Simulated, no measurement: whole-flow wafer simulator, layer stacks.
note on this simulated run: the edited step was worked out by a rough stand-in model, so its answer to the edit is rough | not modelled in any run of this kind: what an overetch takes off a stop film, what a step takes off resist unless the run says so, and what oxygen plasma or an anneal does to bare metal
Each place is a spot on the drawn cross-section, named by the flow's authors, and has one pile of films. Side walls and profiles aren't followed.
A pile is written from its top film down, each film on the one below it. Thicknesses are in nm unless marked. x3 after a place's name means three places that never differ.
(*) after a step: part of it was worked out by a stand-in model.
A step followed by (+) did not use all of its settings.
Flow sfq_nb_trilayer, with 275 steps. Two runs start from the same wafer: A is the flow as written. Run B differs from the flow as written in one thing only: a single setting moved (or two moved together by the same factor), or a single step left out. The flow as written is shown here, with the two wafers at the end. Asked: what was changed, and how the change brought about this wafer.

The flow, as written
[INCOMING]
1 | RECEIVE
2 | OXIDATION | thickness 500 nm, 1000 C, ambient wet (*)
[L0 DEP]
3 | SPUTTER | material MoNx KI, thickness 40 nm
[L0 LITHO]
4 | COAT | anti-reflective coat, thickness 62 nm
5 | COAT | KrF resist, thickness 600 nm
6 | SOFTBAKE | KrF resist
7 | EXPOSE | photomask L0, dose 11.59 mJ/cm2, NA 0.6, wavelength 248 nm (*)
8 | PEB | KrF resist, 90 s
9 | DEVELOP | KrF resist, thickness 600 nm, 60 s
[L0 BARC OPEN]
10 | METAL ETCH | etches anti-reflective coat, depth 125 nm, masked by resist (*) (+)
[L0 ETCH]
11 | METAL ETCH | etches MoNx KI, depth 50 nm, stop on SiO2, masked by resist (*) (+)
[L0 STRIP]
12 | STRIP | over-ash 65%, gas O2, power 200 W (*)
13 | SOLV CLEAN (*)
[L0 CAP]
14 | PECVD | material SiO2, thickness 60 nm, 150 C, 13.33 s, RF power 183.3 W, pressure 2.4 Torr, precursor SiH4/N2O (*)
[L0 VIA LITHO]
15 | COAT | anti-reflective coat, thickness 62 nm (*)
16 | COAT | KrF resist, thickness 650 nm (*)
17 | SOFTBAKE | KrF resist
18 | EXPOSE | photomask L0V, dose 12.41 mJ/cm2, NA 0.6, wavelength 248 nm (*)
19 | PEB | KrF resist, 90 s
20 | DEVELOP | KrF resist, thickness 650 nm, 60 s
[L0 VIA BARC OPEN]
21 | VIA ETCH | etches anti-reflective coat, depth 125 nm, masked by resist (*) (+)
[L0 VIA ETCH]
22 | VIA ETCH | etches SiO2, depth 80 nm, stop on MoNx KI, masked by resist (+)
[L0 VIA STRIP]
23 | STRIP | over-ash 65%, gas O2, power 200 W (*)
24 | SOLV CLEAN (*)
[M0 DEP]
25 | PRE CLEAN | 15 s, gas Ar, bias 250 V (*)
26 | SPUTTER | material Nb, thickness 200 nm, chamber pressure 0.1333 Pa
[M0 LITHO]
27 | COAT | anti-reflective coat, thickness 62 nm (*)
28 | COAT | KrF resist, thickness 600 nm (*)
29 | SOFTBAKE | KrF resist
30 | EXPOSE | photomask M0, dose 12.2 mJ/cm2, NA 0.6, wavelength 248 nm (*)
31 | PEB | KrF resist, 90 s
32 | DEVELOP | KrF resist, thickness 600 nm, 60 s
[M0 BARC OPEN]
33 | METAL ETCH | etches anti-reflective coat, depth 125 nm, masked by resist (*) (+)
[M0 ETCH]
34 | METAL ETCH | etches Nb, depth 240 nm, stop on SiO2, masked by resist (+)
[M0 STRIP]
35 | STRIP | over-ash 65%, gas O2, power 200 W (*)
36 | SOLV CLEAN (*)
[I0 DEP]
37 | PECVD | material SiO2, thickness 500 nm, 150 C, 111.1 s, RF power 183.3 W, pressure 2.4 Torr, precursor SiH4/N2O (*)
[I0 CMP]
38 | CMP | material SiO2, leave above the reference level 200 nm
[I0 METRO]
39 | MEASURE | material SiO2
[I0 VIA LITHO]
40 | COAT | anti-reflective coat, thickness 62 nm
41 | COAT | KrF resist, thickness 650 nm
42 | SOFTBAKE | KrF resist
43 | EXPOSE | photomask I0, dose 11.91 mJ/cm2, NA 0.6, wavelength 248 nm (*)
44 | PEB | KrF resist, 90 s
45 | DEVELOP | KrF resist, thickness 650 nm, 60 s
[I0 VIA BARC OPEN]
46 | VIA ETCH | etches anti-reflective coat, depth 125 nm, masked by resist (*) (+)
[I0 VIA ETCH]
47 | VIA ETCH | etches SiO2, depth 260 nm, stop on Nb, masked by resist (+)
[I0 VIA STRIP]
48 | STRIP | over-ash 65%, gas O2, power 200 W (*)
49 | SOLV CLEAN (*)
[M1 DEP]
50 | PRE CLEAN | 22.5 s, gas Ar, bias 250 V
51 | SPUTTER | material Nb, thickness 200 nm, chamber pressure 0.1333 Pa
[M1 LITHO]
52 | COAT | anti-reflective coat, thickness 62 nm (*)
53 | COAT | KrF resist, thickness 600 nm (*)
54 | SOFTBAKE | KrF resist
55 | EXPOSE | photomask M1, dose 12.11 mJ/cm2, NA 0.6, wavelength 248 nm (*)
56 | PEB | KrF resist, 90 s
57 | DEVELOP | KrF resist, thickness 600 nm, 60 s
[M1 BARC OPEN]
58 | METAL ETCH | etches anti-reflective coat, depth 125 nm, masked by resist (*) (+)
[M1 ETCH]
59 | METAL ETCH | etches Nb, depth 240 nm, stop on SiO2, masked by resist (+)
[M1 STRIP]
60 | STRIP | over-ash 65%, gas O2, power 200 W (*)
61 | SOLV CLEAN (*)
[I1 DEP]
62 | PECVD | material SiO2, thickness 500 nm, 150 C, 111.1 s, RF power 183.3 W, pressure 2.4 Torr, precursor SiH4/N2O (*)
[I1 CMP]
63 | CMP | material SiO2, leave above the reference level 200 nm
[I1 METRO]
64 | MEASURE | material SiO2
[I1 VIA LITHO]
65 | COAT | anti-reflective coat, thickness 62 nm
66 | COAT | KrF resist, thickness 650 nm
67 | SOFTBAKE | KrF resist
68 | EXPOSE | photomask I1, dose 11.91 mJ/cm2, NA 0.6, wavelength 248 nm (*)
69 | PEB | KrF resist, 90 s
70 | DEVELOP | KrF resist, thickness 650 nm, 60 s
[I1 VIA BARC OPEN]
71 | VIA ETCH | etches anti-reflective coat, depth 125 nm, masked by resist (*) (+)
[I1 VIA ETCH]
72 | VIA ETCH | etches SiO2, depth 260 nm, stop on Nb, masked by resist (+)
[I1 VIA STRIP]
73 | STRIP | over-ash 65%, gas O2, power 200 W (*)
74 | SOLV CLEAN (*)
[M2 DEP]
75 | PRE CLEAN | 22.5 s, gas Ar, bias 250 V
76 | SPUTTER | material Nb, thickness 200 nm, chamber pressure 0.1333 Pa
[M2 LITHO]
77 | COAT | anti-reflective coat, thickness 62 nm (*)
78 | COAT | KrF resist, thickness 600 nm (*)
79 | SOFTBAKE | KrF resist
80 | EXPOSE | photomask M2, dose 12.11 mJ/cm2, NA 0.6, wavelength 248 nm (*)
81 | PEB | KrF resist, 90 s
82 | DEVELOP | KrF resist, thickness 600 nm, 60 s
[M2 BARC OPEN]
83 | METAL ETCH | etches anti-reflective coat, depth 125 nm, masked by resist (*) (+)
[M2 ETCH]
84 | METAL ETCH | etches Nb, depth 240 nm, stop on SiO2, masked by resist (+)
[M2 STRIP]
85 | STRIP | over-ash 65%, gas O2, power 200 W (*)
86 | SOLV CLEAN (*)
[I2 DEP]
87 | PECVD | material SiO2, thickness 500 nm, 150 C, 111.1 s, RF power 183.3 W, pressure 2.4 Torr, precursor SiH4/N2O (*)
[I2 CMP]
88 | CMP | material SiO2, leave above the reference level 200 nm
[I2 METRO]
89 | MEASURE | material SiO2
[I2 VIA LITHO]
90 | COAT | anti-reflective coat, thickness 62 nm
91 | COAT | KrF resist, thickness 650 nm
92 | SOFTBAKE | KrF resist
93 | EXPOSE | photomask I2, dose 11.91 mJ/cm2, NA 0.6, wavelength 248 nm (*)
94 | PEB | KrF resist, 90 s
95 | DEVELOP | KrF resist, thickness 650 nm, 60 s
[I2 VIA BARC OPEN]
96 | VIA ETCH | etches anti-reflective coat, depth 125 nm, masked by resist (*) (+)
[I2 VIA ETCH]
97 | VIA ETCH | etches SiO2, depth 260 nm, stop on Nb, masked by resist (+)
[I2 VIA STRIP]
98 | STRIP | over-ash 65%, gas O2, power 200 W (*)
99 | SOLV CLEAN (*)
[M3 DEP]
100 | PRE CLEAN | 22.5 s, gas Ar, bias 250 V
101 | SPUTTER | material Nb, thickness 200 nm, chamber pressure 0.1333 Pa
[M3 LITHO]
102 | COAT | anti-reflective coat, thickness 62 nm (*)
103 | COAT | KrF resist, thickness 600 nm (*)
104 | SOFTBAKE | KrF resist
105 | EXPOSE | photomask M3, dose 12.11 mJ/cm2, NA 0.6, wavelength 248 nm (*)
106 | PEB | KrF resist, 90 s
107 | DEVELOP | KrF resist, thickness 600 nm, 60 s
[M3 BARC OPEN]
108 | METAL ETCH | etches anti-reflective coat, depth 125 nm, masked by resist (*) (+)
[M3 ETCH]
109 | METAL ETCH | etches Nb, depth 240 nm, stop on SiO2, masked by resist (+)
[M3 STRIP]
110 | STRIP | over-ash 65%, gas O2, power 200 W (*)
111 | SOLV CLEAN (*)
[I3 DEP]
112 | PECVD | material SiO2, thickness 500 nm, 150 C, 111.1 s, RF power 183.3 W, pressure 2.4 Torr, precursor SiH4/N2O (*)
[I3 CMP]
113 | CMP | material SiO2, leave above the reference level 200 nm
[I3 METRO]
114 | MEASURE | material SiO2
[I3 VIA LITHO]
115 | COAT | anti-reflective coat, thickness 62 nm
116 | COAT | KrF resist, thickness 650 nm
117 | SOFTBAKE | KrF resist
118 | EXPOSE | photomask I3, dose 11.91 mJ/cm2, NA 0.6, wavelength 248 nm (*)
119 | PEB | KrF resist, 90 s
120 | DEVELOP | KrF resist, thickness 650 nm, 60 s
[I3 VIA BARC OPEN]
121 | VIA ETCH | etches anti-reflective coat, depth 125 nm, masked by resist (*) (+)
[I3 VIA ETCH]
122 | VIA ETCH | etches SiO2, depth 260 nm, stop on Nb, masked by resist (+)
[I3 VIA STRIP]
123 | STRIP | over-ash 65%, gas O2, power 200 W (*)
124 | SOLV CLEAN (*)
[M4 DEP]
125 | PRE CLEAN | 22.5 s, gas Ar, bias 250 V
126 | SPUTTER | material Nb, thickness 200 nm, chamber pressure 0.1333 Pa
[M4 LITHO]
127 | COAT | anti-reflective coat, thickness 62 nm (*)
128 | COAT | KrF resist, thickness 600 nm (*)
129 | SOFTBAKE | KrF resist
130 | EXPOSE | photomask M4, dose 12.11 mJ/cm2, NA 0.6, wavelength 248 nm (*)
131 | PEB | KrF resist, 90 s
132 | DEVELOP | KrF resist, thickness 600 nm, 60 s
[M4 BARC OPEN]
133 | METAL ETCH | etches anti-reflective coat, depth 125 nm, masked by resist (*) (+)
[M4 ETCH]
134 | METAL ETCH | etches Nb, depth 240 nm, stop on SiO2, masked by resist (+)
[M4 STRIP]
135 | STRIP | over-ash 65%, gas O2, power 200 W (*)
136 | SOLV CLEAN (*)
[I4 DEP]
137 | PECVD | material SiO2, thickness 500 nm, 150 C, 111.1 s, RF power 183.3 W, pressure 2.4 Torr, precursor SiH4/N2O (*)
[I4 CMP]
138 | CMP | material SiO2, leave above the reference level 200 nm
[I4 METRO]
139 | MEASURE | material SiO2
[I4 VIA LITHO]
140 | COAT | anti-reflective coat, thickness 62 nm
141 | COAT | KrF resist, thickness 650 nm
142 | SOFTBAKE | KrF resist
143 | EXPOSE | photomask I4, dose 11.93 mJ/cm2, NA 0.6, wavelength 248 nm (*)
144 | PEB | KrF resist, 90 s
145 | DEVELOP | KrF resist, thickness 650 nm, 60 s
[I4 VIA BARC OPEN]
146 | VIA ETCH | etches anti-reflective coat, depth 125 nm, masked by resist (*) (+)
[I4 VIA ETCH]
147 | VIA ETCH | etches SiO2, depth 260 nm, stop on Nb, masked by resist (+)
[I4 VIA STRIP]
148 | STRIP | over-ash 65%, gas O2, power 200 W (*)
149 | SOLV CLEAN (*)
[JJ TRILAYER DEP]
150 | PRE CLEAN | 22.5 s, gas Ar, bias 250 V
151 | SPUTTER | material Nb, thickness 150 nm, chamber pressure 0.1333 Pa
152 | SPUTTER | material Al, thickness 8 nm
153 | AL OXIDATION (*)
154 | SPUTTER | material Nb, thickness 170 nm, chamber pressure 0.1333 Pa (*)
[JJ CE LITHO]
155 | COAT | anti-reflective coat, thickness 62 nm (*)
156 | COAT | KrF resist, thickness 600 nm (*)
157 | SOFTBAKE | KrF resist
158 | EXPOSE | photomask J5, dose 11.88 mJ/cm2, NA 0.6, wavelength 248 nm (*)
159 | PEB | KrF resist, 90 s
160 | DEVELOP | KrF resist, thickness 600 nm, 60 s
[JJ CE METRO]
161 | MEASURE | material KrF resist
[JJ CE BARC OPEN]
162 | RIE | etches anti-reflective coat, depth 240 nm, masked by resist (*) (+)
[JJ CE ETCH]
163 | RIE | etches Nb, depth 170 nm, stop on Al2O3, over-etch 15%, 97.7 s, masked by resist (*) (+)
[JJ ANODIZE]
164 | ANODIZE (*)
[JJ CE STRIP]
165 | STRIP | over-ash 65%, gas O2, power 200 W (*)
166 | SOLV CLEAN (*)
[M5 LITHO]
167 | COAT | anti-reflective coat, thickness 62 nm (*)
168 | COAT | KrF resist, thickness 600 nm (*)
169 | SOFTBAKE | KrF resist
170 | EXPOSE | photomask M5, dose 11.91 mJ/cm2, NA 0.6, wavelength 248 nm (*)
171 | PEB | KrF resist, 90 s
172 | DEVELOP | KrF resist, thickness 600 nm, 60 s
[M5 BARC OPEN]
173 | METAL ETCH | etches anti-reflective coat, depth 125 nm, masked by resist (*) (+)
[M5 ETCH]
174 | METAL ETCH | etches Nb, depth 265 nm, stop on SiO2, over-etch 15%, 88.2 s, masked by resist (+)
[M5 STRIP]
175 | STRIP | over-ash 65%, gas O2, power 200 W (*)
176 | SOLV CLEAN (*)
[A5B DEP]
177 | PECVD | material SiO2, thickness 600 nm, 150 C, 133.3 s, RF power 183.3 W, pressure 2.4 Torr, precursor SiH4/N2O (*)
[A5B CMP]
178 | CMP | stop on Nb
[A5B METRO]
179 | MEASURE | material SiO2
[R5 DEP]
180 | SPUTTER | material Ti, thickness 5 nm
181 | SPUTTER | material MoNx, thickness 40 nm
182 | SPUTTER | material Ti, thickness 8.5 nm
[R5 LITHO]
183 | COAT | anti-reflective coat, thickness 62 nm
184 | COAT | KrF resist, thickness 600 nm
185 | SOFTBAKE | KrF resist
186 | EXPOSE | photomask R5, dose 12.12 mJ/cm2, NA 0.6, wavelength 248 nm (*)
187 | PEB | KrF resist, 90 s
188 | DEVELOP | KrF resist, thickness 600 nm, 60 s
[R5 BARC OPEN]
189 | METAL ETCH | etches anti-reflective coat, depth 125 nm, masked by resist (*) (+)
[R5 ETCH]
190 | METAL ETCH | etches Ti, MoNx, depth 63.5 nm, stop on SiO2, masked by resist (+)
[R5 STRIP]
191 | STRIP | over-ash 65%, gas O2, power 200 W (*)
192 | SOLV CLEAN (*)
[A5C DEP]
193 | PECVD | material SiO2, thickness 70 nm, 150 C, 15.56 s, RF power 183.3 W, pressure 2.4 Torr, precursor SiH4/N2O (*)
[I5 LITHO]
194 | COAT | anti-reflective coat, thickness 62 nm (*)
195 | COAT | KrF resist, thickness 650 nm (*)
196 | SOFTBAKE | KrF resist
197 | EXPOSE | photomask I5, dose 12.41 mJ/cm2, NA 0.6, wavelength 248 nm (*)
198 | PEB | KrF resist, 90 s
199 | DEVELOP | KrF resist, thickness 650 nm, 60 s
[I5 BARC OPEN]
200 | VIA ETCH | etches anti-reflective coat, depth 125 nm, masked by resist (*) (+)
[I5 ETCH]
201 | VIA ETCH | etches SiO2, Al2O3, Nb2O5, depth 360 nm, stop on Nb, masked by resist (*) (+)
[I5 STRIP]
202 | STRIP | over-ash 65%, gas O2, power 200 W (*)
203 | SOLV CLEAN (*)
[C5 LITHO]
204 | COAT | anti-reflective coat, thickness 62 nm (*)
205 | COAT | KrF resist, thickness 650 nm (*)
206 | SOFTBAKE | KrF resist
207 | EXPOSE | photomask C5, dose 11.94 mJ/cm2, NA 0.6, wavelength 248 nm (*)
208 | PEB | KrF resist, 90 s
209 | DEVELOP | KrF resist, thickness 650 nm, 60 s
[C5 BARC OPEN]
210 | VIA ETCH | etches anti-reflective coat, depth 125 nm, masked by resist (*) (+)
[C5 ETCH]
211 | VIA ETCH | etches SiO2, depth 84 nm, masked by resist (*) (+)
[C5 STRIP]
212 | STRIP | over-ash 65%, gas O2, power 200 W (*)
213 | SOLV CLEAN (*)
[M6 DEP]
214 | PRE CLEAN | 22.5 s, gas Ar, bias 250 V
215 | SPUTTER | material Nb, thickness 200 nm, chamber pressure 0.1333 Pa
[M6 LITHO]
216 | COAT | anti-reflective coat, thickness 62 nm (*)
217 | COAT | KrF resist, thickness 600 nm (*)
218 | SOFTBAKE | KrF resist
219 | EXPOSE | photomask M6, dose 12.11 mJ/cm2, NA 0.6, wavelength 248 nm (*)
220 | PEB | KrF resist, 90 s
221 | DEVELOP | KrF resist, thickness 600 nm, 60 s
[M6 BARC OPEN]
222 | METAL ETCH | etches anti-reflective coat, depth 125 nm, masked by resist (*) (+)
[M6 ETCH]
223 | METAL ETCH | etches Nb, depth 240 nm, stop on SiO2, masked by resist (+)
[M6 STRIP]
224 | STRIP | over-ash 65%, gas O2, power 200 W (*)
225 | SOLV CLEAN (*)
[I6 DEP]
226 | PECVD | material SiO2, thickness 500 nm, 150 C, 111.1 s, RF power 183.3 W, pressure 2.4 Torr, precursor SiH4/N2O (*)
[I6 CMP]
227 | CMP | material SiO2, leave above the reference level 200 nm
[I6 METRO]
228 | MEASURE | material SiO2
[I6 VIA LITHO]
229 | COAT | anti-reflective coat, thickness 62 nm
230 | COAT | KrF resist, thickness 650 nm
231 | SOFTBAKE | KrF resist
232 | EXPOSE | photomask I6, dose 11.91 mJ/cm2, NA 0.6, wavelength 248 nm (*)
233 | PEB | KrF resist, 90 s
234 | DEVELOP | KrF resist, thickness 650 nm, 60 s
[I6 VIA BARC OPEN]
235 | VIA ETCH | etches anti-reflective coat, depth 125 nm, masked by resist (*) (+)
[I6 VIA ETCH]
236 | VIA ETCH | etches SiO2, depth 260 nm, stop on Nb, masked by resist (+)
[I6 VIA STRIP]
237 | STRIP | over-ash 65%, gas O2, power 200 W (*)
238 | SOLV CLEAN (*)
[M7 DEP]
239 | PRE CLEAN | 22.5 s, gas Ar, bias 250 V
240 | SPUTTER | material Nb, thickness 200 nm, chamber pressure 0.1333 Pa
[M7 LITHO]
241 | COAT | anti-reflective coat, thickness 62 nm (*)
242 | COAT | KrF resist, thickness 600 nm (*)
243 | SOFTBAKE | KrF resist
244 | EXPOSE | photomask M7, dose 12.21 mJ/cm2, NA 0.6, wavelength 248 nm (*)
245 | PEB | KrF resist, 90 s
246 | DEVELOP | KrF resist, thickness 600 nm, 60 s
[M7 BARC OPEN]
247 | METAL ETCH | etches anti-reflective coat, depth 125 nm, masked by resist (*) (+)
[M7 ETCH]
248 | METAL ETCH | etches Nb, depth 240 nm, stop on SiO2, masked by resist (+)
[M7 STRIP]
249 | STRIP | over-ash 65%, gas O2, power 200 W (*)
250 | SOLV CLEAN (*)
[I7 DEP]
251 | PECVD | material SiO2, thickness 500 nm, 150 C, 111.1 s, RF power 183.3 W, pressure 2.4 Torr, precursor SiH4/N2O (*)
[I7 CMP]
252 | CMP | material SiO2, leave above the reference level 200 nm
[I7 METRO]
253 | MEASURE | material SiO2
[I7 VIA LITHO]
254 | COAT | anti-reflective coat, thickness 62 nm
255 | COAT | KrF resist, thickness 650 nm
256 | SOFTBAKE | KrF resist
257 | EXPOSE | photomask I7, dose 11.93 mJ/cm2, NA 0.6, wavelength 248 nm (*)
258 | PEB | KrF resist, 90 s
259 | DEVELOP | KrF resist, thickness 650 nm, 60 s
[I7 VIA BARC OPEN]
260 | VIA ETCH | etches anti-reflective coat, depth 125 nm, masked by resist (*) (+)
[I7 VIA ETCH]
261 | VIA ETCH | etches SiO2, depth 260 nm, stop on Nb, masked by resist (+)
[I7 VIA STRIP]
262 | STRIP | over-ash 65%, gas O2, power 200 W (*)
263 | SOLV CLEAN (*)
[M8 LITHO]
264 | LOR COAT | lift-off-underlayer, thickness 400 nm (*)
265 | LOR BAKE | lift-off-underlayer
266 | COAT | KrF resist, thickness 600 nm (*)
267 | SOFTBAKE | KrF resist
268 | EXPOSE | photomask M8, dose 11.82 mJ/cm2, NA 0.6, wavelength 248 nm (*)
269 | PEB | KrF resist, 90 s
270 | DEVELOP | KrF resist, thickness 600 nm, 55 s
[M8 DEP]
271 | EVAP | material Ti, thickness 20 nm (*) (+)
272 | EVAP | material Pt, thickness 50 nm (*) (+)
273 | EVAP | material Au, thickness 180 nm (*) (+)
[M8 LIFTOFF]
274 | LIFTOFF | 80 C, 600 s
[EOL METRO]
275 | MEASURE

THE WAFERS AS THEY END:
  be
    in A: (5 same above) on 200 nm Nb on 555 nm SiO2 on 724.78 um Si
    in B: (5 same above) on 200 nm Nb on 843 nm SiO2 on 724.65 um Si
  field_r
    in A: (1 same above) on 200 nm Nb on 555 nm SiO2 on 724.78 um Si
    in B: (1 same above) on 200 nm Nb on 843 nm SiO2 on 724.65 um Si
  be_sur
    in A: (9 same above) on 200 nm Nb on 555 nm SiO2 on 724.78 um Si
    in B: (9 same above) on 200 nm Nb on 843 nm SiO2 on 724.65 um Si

The reason: step 2, OXIDATION: thickness 788 nm was run, while the flow as written has thickness 500 nm.

Step by step, how the change led to this:
  2 | OXIDATION | thickness 500 nm, 1000 C, ambient wet (*)
      field_l, v_sur, via_wl and 103 more: A SiO2 gains 500 (new film), chemical SiO2 loses 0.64 (all of it), Si loses 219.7 | B SiO2 gains 788 (new film), chemical SiO2 loses 0.64 (all of it), Si loses 346.4
